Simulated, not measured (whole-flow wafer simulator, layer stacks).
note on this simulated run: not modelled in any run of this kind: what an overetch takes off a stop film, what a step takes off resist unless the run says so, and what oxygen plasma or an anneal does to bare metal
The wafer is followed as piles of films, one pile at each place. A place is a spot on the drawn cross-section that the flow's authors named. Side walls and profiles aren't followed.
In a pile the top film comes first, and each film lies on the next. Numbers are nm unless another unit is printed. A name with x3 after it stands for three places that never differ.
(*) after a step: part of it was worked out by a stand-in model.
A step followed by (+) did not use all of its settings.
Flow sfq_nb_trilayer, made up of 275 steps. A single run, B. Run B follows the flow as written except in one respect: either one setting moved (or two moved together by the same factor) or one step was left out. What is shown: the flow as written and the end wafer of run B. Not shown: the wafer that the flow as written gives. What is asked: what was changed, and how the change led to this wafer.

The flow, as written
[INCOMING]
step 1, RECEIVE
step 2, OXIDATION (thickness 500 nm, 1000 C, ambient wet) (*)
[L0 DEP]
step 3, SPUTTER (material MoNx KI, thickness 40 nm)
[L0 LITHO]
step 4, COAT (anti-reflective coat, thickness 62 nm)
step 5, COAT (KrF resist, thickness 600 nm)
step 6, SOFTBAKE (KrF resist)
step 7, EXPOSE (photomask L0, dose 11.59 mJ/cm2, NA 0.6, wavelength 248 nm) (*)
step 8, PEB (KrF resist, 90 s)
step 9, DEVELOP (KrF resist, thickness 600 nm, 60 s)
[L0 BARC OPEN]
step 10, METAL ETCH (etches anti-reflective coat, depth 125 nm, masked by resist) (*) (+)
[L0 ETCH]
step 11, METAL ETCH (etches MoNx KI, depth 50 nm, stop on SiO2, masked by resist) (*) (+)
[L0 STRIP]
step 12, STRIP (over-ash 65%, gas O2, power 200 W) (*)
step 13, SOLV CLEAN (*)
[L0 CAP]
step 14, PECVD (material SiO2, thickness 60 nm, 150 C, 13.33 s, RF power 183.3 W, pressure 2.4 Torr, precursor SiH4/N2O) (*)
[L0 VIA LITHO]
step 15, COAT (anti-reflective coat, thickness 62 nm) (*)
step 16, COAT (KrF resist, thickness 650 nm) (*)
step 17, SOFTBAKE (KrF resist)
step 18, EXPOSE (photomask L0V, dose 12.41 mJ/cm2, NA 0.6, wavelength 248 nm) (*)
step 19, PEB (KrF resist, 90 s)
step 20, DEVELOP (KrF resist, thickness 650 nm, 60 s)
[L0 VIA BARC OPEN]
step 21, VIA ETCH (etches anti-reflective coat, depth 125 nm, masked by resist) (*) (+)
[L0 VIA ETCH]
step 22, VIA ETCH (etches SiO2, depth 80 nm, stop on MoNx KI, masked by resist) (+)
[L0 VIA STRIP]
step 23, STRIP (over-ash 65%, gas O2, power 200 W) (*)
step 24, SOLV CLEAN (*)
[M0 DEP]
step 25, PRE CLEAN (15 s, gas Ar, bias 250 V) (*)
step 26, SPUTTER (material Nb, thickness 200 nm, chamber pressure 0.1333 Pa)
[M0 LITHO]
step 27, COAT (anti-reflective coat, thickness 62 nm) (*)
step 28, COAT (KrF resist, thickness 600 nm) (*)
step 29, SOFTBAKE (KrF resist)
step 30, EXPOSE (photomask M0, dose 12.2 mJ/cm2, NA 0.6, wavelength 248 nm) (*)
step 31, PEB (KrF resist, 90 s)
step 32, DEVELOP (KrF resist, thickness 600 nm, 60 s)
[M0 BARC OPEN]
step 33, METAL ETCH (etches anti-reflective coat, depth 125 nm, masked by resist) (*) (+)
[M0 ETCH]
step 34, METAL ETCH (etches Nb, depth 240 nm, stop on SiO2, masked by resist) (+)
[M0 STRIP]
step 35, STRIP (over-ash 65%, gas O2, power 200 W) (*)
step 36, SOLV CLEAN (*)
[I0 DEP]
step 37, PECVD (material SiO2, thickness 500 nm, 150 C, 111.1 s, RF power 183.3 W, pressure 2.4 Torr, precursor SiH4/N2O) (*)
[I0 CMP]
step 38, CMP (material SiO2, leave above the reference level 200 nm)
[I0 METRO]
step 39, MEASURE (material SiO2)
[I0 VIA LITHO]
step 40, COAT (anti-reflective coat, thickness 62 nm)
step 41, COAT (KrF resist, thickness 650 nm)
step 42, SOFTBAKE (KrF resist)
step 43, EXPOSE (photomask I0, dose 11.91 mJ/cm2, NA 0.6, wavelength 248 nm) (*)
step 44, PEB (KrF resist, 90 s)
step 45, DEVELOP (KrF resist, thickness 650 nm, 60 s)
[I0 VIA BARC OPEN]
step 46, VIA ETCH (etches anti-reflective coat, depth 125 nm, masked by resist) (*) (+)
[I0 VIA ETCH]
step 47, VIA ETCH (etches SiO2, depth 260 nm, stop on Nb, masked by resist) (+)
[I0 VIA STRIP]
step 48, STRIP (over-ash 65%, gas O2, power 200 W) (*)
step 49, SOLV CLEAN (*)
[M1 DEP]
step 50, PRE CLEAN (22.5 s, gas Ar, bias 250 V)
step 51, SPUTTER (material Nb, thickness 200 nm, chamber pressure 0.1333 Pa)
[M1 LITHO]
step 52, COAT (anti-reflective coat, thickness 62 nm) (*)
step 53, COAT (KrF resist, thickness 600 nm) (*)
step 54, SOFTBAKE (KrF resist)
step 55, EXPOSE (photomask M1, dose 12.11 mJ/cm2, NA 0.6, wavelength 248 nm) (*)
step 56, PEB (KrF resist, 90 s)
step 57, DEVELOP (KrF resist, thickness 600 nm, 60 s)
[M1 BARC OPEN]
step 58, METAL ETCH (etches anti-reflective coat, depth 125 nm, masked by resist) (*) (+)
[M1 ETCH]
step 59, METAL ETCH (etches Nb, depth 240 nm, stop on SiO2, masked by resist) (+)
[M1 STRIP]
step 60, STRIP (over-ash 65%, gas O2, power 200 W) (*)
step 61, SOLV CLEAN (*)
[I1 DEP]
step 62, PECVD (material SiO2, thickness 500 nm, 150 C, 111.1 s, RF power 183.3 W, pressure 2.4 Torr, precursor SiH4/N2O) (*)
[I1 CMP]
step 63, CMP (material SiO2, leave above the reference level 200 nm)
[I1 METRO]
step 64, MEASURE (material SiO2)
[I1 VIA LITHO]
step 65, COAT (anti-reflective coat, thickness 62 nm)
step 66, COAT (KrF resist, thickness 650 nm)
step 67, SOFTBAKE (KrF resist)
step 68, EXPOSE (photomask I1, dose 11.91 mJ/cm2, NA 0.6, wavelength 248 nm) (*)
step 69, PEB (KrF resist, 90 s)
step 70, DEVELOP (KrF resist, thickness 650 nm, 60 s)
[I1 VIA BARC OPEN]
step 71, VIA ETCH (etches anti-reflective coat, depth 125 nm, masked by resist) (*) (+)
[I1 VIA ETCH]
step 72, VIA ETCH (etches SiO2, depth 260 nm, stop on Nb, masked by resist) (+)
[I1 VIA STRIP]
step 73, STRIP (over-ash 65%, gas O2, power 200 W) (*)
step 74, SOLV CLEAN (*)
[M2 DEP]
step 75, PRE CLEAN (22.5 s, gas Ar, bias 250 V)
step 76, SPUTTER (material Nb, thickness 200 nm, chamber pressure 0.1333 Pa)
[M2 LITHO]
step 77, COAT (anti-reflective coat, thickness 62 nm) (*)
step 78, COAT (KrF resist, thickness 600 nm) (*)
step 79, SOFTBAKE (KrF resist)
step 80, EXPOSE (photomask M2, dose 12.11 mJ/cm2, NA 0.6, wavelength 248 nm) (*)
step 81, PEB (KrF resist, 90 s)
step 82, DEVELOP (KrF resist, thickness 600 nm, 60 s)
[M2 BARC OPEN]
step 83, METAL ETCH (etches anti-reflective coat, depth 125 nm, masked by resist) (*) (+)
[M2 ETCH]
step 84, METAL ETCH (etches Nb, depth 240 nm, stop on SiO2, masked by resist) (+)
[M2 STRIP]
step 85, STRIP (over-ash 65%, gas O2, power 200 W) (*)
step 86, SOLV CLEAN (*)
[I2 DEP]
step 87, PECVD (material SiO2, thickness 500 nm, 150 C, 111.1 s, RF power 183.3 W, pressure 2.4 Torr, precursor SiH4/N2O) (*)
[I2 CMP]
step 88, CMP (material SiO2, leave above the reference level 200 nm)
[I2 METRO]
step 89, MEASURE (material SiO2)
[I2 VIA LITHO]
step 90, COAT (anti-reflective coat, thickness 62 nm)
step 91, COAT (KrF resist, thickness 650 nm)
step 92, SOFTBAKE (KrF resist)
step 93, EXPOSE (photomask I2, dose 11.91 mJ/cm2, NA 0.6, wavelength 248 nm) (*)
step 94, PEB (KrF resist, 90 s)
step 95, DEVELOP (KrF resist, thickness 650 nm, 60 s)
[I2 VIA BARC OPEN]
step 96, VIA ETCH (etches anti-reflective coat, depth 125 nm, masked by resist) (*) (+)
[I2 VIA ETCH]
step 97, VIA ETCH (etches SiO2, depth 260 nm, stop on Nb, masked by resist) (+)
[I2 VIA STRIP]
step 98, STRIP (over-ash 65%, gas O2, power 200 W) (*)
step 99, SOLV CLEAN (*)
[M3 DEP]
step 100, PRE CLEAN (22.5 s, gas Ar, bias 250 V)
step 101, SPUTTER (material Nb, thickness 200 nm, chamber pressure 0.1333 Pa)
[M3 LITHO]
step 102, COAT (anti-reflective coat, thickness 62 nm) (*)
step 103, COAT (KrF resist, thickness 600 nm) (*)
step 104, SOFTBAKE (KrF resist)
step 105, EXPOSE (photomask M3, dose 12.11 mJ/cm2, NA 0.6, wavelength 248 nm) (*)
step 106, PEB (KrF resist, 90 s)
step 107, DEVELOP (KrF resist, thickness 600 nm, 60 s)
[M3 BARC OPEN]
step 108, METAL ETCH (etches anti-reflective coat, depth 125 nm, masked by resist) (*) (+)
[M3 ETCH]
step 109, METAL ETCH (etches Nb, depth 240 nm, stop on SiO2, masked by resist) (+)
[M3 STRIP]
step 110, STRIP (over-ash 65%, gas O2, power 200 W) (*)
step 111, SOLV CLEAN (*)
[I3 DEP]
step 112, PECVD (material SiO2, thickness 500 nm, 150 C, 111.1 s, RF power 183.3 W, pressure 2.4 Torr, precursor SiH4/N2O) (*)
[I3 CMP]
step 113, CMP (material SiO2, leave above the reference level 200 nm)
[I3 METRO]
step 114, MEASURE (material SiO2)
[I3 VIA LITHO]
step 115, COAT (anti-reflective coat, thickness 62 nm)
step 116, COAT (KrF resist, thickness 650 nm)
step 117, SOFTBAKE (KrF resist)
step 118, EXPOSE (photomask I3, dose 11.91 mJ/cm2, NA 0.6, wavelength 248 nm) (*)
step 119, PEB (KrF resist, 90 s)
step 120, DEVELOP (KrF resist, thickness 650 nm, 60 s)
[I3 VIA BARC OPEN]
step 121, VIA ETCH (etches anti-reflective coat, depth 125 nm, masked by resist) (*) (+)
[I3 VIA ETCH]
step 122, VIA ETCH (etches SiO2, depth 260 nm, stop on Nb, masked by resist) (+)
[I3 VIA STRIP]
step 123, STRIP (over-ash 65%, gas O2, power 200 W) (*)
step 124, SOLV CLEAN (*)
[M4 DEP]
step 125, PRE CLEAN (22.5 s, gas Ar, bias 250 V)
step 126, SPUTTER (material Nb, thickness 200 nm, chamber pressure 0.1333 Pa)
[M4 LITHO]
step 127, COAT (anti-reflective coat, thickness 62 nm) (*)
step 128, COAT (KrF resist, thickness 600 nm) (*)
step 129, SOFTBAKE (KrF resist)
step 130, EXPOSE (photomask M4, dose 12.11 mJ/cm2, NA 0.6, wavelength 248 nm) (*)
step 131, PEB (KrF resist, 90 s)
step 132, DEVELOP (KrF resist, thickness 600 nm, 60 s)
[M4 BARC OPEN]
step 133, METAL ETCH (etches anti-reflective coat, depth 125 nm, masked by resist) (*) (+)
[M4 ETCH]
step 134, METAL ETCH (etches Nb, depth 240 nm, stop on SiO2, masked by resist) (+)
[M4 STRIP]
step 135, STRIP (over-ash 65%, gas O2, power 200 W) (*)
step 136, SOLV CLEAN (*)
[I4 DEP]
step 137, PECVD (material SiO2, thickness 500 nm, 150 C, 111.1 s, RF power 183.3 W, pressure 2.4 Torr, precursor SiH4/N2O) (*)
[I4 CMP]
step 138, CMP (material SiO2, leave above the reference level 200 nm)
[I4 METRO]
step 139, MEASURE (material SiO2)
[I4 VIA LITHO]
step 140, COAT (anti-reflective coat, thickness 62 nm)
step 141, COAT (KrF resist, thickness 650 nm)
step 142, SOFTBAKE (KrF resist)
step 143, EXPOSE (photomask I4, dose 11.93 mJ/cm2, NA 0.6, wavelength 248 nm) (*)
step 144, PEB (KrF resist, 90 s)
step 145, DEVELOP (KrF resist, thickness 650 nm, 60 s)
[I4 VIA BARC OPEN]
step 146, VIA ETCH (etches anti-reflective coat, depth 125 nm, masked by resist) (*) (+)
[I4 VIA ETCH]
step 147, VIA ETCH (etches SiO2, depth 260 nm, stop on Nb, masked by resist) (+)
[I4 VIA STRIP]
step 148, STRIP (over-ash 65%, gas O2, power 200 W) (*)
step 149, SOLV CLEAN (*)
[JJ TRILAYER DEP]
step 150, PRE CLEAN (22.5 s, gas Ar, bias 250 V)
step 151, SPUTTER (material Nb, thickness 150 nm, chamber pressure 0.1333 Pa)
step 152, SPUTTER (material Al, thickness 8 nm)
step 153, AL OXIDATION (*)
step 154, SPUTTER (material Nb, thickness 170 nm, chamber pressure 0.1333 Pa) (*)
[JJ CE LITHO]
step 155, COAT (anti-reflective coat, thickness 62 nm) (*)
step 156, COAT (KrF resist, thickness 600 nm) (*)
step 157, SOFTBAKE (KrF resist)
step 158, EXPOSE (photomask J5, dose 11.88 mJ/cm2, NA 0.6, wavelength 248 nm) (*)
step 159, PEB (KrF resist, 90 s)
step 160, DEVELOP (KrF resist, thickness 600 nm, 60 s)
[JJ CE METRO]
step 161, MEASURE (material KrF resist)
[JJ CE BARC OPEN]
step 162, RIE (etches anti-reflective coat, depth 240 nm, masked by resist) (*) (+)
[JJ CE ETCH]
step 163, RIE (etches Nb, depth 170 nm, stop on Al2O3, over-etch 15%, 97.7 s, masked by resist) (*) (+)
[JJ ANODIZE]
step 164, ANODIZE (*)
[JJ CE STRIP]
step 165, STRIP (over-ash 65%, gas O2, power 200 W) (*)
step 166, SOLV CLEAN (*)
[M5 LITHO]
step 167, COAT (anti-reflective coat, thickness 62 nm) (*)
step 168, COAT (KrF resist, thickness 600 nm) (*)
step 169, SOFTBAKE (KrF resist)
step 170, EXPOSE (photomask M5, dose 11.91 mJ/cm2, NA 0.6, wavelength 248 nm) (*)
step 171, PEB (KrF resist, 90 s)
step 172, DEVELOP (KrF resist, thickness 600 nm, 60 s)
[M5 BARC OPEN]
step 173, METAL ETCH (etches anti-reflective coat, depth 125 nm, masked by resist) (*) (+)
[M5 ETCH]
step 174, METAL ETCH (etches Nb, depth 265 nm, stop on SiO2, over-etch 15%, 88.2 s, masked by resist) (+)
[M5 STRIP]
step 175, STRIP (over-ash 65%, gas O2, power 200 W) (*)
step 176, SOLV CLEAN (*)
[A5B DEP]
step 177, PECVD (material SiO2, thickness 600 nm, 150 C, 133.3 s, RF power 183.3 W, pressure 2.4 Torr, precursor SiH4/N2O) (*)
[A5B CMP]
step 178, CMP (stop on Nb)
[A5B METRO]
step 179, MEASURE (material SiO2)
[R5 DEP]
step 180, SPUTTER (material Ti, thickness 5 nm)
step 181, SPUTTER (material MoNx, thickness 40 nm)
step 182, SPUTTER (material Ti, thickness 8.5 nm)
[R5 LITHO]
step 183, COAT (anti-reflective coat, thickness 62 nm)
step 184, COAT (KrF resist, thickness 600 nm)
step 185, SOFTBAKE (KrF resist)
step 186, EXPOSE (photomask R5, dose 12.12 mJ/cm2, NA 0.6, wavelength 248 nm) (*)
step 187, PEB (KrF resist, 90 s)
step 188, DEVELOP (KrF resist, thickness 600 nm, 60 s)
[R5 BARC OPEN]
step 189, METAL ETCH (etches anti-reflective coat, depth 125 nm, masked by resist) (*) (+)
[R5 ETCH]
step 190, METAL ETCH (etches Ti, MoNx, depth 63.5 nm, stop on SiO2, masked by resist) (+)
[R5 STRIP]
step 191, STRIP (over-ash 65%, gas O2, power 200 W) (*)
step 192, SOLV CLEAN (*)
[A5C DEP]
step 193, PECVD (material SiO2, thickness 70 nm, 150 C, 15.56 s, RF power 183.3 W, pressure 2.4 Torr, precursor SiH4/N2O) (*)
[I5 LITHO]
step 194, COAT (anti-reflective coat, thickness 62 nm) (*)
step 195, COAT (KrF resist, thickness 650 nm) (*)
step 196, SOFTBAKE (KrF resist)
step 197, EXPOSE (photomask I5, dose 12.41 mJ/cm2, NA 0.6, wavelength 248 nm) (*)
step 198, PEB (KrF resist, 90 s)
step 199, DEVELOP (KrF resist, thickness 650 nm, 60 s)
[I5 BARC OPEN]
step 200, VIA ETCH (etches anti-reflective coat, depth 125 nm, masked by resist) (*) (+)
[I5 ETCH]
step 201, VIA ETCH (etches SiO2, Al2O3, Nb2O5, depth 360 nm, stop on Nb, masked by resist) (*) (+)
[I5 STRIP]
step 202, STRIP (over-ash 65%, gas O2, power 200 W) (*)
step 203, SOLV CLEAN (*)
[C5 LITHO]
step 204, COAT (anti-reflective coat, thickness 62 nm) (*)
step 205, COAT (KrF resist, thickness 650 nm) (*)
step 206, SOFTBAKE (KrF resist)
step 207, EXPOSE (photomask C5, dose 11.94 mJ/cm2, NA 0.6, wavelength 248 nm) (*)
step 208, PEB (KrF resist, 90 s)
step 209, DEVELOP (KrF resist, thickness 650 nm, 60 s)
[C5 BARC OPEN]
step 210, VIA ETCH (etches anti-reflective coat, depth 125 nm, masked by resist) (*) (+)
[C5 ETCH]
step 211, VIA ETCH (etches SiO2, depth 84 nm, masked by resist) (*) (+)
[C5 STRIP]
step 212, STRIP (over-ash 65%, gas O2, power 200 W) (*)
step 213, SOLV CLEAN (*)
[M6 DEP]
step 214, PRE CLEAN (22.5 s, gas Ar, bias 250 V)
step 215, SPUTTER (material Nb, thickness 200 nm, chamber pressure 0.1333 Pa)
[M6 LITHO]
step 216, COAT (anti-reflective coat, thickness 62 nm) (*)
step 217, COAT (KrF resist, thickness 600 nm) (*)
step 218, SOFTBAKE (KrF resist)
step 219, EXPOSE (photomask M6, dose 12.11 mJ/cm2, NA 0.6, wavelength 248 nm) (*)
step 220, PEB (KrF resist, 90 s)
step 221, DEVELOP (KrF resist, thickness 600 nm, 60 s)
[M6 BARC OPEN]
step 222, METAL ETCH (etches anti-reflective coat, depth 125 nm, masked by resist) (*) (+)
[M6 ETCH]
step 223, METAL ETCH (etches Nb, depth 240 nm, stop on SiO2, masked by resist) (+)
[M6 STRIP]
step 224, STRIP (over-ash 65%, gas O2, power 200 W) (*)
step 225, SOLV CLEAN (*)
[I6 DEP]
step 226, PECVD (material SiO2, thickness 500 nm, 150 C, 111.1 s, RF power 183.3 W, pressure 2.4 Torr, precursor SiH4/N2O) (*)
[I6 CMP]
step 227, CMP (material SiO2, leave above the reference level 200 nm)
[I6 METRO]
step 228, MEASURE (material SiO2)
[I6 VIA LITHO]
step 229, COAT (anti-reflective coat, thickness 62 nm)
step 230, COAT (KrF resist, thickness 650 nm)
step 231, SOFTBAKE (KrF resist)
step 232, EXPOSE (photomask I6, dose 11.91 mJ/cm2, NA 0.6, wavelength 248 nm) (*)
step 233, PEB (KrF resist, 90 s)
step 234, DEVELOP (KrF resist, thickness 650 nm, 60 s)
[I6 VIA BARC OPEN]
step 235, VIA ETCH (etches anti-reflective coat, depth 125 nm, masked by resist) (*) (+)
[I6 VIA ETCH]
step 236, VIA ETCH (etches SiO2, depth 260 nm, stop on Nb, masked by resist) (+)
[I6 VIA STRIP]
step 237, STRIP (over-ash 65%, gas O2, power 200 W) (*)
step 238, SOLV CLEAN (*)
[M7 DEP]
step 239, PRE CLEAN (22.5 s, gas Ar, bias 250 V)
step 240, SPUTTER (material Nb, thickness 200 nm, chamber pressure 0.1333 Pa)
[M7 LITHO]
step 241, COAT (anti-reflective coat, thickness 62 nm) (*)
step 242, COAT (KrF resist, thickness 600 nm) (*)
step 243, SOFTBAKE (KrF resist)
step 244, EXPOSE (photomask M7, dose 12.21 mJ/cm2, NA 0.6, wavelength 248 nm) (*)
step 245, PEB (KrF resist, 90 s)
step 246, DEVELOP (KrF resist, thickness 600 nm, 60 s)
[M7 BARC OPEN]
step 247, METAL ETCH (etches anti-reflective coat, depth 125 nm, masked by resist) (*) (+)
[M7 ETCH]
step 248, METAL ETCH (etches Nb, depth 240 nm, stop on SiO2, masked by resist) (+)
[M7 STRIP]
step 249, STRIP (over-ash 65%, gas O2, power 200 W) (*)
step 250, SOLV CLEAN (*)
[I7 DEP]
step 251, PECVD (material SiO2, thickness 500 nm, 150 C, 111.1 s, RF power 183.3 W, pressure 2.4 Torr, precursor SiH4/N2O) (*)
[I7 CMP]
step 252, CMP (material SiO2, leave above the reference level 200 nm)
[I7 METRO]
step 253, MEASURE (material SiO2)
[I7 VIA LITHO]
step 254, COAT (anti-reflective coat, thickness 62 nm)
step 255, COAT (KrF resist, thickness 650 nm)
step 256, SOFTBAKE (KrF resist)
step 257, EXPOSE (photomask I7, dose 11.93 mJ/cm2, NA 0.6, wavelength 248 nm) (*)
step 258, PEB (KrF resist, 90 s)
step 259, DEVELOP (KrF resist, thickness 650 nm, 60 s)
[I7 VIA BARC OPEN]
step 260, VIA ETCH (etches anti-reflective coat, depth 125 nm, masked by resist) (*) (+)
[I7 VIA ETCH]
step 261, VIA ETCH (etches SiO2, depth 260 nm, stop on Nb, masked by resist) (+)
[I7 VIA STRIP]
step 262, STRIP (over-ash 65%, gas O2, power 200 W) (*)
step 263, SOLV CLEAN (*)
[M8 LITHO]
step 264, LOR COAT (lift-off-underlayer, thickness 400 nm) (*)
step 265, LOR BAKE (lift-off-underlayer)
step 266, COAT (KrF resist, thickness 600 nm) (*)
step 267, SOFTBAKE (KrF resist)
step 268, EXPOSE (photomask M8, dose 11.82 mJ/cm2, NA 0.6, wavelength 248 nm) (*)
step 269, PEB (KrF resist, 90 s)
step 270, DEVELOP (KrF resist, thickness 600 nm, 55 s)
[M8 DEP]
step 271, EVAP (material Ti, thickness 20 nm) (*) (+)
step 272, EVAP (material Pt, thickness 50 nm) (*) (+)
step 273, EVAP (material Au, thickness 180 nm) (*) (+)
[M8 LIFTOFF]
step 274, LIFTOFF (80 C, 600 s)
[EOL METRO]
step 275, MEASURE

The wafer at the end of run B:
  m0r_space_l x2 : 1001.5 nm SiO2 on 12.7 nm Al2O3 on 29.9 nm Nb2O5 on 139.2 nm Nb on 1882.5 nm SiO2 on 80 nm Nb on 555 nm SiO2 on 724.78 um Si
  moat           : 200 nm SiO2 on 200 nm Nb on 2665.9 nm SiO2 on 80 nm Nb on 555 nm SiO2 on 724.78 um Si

The reason: step 34, METAL ETCH: depth 120 nm was run, while the flow as written has depth 240 nm.

Step by step, how the change led to this:
  step 34, METAL ETCH (etches Nb, depth 240 nm, stop on SiO2, masked by resist) (+)
      moat, m0r_space_l x2: -120 Nb (it would be, as written: -200 Nb (all of it))
      field_l, v_sur, via_wl and 100 more: -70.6 KrF resist (it would be, as written: -141.2 KrF resist)
  step 35, STRIP (over-ash 65%, gas O2, power 200 W) (*)
      p4_fl x3, p4_w1 x9, p4_g1 x2 and 57 more: -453 KrF resist (all of it), -62 anti-reflective coat (all of it) (it would be, as written: -382.4 KrF resist (all of it), -62 anti-reflective coat (all of it))
      c5j, ce_r, sp_r, be_r, r_sur, res: -459.6 KrF resist (all of it), -63.6 anti-reflective coat (all of it) (it would be, as written: -389 KrF resist (all of it), -63.6 anti-reflective coat (all of it))
      (as well as at 26 more places)
  step 37, PECVD (material SiO2, thickness 500 nm, 150 C, 111.1 s, RF power 183.3 W, pressure 2.4 Torr, precursor SiH4/N2O) (*)
      moat, m0r_space_l x2: +500 SiO2 (new film) (it would be, as written: +557.1 SiO2)
  step 38, CMP (material SiO2, leave above the reference level 200 nm)
      moat, m0r_space_l x2: -180 SiO2 (it would be, as written: -157.1 SiO2)
Taking metal films that touch as one body, m0r_space_l x2 has 2 bodies (between them, from the top down: SiO2 1882.5); the flow as written gives 1 body.
Taking metal films that touch as one body, moat has 2 bodies (between them, from the top down: SiO2 2665.9); the flow as written gives 1 body.
